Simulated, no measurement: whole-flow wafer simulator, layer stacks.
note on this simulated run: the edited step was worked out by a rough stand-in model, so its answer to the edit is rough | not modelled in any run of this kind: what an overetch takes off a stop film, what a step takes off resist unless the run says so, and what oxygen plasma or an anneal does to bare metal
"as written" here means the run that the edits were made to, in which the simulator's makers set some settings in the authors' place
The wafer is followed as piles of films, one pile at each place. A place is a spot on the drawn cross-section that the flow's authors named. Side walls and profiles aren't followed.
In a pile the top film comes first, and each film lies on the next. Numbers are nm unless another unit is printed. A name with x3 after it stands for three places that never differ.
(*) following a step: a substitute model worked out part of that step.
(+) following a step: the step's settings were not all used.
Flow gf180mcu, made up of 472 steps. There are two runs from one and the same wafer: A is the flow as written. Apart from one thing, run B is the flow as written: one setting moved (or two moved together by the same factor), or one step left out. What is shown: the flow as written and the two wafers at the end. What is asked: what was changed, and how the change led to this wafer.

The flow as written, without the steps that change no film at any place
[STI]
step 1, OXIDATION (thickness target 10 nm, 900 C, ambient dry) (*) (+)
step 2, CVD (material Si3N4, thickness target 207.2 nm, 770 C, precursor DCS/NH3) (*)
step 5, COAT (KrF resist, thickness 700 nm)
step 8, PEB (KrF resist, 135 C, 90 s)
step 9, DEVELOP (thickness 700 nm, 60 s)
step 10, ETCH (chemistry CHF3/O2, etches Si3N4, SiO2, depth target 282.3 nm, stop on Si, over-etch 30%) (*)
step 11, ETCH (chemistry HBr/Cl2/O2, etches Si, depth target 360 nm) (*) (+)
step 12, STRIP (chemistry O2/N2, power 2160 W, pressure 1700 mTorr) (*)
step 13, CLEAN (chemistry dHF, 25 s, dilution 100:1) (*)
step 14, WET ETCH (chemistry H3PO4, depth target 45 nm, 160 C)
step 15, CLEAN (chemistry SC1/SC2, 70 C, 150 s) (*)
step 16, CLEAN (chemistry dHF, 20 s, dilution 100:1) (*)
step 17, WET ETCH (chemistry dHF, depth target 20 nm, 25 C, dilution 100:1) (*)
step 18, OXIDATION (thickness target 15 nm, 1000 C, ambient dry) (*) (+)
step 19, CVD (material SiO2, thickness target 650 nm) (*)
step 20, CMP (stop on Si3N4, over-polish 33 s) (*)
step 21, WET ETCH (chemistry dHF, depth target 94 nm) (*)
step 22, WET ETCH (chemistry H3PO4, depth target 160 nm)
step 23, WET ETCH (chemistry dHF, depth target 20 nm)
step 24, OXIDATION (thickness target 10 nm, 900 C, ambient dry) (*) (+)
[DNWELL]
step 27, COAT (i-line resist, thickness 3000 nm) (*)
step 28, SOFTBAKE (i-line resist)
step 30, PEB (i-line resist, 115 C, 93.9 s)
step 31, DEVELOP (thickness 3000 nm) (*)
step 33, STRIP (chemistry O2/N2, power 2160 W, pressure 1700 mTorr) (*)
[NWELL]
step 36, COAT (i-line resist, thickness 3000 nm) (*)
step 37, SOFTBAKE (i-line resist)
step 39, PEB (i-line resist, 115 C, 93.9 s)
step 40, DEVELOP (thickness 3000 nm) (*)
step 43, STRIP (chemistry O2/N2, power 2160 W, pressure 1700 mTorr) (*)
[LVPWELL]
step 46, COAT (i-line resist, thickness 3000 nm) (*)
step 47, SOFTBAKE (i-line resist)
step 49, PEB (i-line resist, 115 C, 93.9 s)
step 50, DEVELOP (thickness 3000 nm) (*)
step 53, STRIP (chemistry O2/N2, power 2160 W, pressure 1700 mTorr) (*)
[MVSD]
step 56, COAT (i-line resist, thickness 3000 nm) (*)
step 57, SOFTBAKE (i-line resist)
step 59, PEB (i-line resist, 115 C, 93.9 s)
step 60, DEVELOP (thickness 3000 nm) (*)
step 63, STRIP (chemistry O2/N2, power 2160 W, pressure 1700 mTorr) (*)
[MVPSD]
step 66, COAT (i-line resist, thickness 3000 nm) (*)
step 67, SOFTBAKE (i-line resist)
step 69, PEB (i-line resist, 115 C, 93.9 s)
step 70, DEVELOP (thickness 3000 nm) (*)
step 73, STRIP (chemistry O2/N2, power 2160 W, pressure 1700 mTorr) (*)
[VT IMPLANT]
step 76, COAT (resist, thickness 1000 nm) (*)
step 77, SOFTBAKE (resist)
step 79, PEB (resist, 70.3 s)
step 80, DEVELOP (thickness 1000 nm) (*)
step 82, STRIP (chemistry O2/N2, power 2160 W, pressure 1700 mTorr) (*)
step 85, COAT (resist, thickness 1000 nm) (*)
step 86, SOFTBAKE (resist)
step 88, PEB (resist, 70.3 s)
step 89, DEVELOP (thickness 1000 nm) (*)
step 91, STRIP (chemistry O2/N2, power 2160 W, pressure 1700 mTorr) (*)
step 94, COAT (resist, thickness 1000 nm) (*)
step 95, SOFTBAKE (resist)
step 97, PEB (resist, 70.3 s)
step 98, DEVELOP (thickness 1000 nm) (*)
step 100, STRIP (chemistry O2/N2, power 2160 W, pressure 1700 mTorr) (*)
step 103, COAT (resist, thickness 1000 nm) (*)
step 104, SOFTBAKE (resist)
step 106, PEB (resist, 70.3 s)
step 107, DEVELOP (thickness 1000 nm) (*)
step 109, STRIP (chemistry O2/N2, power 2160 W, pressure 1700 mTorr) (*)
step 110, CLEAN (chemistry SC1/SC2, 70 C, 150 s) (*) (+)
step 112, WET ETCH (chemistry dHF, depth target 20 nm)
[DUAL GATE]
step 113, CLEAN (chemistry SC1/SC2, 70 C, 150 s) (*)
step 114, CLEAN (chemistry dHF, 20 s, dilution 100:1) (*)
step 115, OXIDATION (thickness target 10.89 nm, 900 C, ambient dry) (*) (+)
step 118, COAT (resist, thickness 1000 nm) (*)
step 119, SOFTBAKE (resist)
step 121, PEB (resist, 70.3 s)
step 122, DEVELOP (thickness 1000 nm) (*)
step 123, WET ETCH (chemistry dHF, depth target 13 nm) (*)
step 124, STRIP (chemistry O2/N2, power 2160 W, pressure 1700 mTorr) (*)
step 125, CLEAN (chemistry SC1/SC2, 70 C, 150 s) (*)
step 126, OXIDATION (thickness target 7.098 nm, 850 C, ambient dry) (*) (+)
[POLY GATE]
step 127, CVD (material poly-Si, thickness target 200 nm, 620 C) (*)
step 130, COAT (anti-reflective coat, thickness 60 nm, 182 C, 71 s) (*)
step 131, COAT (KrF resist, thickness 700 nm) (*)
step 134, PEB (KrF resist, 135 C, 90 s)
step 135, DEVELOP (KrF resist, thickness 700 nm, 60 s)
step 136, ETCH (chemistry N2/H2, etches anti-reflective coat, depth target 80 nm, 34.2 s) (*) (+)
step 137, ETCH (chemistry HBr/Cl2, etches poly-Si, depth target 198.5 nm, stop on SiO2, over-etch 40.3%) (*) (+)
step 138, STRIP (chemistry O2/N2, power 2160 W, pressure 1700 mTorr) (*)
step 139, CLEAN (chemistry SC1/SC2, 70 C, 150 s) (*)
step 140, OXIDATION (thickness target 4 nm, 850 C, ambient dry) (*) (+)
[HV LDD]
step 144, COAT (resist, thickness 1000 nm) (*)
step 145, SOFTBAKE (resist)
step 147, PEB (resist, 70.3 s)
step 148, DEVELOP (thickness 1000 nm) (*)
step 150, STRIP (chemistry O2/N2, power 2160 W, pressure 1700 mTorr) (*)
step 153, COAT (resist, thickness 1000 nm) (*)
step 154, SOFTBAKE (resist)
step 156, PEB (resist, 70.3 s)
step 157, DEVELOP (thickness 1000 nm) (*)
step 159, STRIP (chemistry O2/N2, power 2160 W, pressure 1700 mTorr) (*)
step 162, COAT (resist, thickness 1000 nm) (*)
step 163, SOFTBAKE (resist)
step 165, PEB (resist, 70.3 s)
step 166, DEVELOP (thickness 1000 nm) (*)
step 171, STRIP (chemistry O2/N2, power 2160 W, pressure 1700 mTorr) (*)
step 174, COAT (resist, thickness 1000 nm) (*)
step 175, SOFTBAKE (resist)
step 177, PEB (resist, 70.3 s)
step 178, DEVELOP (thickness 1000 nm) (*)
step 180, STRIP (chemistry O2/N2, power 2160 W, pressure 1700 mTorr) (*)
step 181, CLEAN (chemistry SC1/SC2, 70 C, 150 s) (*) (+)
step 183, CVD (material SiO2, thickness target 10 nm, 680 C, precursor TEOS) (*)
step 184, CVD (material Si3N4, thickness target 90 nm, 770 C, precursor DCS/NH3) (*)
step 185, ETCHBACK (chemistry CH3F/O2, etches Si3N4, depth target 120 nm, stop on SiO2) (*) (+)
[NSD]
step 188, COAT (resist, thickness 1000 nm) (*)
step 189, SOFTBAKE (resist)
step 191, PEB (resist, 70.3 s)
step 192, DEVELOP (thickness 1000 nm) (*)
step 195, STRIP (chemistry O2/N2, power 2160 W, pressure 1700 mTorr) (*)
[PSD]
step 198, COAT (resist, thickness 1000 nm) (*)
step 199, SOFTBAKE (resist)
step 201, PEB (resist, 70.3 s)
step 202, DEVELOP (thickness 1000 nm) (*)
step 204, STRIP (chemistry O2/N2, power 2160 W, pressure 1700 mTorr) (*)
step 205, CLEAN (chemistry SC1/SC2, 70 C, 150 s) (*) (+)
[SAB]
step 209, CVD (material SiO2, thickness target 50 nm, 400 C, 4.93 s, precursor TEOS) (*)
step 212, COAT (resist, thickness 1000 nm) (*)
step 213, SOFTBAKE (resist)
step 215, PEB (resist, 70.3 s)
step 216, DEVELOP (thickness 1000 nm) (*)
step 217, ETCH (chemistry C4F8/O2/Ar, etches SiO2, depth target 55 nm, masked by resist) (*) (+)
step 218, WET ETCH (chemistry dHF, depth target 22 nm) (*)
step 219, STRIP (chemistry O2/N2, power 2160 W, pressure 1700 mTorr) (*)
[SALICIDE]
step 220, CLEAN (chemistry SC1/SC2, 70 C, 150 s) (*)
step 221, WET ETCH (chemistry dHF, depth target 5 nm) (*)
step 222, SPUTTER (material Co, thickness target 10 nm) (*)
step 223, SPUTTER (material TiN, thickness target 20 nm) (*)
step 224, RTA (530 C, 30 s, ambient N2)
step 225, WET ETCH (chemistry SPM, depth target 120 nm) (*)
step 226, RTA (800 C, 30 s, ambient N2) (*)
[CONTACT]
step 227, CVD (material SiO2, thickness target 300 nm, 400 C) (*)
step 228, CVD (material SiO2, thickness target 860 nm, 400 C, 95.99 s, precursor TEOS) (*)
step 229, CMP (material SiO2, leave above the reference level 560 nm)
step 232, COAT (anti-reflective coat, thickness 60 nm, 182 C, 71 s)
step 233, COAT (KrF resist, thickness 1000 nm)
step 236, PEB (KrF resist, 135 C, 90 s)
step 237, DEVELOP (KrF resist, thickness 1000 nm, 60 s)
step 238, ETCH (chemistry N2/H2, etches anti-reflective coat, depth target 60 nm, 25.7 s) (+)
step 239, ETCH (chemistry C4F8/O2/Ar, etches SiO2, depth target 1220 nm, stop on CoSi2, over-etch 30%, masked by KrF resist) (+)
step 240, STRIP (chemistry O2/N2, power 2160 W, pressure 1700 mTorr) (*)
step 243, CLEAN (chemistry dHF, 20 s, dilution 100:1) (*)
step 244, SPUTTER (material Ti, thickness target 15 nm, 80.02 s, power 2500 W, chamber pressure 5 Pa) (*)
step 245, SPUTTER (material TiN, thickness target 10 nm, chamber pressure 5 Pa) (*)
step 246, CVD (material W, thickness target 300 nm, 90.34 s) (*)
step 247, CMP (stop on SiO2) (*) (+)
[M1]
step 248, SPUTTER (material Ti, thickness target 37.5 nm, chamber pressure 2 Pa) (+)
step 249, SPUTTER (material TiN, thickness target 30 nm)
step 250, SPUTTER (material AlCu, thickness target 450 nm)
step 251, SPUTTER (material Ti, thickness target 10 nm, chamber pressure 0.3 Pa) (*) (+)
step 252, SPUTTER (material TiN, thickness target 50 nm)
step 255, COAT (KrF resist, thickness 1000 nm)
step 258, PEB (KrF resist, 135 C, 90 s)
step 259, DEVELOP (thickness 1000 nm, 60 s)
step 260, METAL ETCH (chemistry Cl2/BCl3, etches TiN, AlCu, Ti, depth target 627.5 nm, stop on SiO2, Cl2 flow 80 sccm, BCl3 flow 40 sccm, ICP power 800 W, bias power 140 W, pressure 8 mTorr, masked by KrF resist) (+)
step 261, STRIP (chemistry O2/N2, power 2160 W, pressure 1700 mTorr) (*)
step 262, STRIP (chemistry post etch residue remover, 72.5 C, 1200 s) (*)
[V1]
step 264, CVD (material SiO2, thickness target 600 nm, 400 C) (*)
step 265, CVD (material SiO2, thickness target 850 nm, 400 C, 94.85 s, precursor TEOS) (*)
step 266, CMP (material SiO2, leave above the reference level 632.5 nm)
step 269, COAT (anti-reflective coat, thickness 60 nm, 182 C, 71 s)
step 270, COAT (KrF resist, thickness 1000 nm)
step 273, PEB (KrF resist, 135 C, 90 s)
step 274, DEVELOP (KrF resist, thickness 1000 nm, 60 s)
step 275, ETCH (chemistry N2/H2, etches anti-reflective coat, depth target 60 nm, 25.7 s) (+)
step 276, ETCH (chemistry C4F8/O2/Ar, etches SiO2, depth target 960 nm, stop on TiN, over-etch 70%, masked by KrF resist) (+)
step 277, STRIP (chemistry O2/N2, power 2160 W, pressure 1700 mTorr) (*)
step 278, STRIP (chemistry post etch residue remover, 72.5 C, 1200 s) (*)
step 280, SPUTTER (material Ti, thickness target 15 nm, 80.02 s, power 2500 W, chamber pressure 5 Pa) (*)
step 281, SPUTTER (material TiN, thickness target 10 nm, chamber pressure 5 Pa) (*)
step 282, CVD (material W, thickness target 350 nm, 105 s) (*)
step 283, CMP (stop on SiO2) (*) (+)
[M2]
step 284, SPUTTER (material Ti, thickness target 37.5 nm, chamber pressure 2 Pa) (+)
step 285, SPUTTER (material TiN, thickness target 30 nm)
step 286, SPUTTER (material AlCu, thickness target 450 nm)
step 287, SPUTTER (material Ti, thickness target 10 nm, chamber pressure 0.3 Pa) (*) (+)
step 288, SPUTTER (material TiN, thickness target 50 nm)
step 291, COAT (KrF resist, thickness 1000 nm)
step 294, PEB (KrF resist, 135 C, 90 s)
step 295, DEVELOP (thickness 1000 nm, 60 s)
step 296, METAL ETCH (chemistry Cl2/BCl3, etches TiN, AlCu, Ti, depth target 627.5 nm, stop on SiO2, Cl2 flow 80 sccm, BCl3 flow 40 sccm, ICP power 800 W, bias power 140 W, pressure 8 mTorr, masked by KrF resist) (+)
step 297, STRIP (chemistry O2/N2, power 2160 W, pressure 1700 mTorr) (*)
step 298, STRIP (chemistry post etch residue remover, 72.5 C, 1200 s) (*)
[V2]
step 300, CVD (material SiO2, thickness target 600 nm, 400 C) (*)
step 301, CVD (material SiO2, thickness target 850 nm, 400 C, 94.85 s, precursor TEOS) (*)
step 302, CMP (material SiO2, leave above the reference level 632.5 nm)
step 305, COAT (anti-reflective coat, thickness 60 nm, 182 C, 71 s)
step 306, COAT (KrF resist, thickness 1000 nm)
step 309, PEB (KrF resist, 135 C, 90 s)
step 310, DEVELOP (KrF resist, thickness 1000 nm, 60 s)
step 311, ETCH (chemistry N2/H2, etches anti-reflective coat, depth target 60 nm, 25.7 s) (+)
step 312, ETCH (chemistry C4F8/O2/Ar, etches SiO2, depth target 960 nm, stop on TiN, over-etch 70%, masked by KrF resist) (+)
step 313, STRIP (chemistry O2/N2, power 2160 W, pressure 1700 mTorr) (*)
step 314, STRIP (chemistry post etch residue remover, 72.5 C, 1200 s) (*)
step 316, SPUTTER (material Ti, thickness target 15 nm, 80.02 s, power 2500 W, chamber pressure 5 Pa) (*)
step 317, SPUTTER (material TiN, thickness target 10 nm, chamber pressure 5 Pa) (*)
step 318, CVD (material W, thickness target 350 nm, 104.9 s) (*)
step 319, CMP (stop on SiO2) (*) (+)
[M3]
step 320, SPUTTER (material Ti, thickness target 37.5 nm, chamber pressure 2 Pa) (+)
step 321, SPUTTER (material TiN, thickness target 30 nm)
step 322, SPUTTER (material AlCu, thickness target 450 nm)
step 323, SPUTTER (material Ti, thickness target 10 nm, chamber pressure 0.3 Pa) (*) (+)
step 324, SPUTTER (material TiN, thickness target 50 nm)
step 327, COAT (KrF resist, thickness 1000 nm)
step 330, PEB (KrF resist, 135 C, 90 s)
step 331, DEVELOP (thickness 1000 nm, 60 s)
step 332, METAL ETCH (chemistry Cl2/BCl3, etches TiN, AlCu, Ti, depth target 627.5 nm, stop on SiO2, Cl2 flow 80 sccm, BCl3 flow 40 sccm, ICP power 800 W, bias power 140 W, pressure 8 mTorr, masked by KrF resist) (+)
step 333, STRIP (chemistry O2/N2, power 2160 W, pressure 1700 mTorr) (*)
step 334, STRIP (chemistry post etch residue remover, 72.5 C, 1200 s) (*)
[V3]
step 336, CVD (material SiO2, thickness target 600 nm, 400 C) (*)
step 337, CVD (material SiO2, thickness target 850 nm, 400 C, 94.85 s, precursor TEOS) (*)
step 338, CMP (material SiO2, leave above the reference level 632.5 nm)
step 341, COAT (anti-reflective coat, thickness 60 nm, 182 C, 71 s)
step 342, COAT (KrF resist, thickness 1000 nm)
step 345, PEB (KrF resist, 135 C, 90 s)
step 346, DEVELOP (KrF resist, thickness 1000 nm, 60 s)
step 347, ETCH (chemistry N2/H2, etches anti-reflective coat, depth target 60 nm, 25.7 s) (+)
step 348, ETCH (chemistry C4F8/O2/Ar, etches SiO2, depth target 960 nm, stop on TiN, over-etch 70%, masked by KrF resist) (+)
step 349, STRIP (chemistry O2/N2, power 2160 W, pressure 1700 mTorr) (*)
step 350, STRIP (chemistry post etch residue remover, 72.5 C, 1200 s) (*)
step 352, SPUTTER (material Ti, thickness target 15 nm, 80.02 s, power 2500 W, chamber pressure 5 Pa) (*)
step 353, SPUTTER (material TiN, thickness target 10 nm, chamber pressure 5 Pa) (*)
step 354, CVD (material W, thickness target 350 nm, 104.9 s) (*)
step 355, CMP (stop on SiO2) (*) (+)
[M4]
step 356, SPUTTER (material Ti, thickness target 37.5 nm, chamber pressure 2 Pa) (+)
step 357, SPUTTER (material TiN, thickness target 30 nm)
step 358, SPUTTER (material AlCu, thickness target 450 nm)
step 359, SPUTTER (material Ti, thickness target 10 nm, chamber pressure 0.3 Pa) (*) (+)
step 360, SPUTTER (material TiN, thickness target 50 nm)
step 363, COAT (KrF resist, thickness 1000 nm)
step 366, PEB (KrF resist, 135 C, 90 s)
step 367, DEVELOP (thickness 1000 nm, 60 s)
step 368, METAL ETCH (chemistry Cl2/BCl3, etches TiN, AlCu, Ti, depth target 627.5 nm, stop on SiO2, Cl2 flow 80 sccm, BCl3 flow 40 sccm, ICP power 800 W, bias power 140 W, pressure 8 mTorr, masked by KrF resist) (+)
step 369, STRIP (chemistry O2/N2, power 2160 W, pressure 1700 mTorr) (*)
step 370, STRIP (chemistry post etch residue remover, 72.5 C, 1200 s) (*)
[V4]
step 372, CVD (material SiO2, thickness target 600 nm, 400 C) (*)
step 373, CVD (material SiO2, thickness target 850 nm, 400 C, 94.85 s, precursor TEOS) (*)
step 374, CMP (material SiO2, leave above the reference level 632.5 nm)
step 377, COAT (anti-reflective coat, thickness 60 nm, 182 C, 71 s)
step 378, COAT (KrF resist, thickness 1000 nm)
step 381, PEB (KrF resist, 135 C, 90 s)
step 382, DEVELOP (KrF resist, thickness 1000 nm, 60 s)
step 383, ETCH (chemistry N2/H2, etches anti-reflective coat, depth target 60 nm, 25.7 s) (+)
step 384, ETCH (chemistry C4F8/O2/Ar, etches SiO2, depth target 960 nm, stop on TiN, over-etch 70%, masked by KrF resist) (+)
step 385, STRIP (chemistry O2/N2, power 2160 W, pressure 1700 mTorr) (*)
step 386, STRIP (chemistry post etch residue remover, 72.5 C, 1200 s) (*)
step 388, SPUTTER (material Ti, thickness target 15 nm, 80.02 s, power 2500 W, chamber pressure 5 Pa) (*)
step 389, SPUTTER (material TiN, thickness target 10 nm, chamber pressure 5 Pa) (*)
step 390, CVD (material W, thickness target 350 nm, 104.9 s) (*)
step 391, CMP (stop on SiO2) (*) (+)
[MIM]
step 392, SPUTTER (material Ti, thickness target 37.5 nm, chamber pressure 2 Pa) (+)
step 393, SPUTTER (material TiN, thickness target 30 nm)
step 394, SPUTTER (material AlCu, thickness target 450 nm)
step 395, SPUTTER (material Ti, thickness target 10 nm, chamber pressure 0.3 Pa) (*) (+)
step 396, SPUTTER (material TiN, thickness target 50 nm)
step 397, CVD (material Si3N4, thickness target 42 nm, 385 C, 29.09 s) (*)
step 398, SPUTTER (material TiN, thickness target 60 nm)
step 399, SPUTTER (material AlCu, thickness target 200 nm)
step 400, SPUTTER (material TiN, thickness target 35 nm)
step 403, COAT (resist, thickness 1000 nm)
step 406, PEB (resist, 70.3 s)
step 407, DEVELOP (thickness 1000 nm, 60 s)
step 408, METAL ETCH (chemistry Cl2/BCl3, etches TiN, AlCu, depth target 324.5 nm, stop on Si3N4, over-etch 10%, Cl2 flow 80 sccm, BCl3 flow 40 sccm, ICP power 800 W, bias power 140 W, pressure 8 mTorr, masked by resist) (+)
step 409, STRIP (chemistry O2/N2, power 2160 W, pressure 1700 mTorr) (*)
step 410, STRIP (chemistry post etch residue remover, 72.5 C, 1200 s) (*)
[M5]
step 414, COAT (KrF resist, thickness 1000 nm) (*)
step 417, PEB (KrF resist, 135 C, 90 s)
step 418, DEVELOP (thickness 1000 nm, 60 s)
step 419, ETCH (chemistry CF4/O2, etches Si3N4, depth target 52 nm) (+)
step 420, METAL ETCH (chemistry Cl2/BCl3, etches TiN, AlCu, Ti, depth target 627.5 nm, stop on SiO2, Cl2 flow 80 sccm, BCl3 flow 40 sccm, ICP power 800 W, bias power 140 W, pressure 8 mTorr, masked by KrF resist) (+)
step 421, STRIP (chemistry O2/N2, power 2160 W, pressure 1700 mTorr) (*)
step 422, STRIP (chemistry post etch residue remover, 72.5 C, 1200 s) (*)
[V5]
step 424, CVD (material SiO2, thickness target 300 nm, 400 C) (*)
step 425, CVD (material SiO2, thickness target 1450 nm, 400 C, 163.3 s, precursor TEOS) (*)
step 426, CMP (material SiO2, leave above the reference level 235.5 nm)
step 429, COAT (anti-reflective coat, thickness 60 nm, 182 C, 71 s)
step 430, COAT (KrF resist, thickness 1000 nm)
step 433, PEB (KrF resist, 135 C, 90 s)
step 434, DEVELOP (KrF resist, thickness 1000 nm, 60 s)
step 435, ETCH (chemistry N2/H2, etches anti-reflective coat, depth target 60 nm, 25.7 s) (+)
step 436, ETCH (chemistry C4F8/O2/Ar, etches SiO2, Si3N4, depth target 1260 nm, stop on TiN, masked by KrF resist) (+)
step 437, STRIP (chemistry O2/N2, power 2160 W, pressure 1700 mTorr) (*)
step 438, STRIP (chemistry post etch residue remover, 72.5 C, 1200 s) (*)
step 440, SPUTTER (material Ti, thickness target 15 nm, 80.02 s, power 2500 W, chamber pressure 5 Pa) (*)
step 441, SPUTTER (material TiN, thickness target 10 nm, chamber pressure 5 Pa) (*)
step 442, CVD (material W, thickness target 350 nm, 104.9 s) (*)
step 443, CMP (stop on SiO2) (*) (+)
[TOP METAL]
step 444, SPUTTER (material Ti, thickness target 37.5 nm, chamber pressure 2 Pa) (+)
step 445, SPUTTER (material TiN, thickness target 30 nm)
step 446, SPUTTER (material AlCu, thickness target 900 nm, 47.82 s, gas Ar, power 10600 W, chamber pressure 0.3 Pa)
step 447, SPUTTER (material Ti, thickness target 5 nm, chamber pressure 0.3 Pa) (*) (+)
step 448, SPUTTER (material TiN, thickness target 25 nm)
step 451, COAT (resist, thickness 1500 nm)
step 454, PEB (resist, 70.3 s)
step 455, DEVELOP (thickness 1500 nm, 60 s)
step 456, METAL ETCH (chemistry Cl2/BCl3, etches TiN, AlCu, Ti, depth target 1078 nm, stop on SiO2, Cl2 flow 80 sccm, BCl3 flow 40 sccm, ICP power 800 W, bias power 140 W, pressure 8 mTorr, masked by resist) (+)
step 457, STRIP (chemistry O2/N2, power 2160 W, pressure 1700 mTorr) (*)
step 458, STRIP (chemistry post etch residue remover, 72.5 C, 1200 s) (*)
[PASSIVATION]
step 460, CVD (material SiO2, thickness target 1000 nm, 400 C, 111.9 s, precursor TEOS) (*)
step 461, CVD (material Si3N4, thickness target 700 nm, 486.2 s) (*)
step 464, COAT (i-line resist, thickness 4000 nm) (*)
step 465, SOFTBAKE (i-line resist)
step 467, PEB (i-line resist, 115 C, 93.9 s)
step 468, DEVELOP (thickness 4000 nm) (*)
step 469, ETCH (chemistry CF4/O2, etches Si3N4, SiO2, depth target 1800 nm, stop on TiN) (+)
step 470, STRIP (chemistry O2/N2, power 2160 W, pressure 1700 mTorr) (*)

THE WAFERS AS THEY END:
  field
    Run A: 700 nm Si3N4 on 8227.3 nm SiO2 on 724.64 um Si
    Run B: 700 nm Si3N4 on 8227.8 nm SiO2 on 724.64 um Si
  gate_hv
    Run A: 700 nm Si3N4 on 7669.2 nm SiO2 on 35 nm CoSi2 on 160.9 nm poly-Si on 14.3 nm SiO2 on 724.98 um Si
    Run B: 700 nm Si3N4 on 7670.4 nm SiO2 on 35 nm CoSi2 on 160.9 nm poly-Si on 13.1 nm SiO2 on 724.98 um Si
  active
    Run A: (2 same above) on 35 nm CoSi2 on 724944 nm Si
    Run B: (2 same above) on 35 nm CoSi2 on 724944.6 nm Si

What caused this: step 115, OXIDATION: thickness target 9.526 nm was run, whereas the flow has thickness target 10.89 nm.

How this came from the change, step by step:
  step 115, OXIDATION (thickness target 10.89 nm, 900 C, ambient dry) (*) (+)
      active, n_well, p_well and 40 more: A SiO2 gains 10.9 (new film), Si loses 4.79 | B SiO2 gains 9.53 (new film), Si loses 4.19
  step 123, WET ETCH (chemistry dHF, depth target 13 nm) (*)
      active, n_well, p_well and 12 more: A SiO2 loses 10.9 (all of it) | B SiO2 loses 9.53 (all of it)
  step 189, SOFTBAKE (resist)
      nw_enc_fld_lv__w3: A resist gains 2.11 | B resist loses 1.6
  step 199, SOFTBAKE (resist)
      nw_enc_fld_lv__w3: A resist gains 2.11 | B resist loses 1.6
  step 218, WET ETCH (chemistry dHF, depth target 22 nm) (*)
      ldn_tap, ldn_src, ldn_drn, ldp_tap, ldp_src, ldp_drn, ldp_gr: A SiO2 loses 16 (all of it) | B SiO2 loses 14.8 (all of it)
      ld_drn_n, ld_sd_p: A SiO2 loses 14.8 (all of it) | B SiO2 loses 13.6 (all of it)
      (and at 5 other places as well)
  step 223, SPUTTER (material TiN, thickness target 20 nm) (*)
      field__w12: A TiN gains 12 (new film) | B TiN gains 12.6 (new film)
  step 225, WET ETCH (chemistry SPM, depth target 120 nm) (*)
      field__w12: A TiN loses 12 (all of it), Co loses 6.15 (all of it) | B TiN loses 12.6 (all of it), Co loses 6.15 (all of it)
